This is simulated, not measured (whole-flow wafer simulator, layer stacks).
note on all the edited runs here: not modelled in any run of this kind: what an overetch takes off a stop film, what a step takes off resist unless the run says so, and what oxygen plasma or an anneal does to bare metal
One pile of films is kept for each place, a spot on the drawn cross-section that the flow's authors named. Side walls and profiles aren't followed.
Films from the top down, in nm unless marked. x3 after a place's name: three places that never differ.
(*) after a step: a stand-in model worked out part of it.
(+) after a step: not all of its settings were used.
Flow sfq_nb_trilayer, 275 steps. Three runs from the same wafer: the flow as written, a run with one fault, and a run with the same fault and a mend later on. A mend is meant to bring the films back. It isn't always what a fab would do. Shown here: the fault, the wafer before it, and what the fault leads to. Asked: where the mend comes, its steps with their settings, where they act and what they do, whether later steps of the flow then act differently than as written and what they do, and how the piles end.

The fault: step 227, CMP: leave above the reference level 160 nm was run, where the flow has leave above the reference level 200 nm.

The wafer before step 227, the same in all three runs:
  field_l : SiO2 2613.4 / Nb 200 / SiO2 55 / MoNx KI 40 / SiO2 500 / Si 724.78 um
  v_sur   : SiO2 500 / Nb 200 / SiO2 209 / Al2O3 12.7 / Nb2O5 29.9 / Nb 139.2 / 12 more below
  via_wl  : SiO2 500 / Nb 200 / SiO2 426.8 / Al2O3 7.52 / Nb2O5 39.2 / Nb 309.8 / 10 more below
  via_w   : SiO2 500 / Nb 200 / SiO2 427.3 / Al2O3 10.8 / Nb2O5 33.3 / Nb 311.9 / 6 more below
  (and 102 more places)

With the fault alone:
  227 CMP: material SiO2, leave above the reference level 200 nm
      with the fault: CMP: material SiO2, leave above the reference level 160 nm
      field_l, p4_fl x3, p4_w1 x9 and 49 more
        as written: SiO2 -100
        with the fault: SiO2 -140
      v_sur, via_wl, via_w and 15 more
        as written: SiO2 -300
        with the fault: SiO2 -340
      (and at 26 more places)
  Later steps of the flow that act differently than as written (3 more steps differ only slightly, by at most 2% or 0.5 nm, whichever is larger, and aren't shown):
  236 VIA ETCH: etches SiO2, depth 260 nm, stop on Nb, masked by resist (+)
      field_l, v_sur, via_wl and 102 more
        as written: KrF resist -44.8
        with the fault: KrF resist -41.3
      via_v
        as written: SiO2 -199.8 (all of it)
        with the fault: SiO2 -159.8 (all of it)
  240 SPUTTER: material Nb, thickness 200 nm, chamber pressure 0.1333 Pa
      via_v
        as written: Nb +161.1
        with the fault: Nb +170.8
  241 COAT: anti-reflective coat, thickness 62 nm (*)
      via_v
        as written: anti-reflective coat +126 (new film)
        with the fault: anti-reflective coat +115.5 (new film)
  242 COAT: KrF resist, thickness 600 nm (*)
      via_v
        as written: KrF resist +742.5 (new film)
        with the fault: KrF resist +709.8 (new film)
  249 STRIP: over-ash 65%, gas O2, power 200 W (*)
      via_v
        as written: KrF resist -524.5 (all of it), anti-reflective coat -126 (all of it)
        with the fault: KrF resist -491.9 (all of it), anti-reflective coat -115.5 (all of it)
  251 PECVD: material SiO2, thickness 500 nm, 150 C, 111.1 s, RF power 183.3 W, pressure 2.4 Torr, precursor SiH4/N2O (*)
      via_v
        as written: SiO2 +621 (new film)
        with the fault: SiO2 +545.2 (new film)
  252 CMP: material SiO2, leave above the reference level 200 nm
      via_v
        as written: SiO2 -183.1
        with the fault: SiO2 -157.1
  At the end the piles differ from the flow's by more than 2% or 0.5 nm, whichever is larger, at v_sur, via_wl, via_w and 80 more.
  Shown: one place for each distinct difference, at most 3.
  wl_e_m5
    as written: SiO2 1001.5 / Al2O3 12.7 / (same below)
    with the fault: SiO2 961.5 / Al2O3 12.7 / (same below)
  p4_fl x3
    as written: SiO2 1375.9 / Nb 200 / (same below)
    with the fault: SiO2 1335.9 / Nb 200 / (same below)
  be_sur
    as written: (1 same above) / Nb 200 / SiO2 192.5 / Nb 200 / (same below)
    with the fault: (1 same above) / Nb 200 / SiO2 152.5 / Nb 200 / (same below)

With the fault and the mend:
  The mend comes after step 228.
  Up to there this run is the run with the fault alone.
  228a PECVD: material SiO2, thickness 40 nm, 150 C, 8.889 s, RF power 183.3 W, pressure 2.4 Torr, precursor SiH4/N2O (the flow's step 226 once more, with other settings)
      field_l, v_sur, via_wl and 103 more
        SiO2 +40
  No later step of the flow acts differently than as written at any place that is followed.
  At the end the piles are the same as the flow's at every place that both follow.
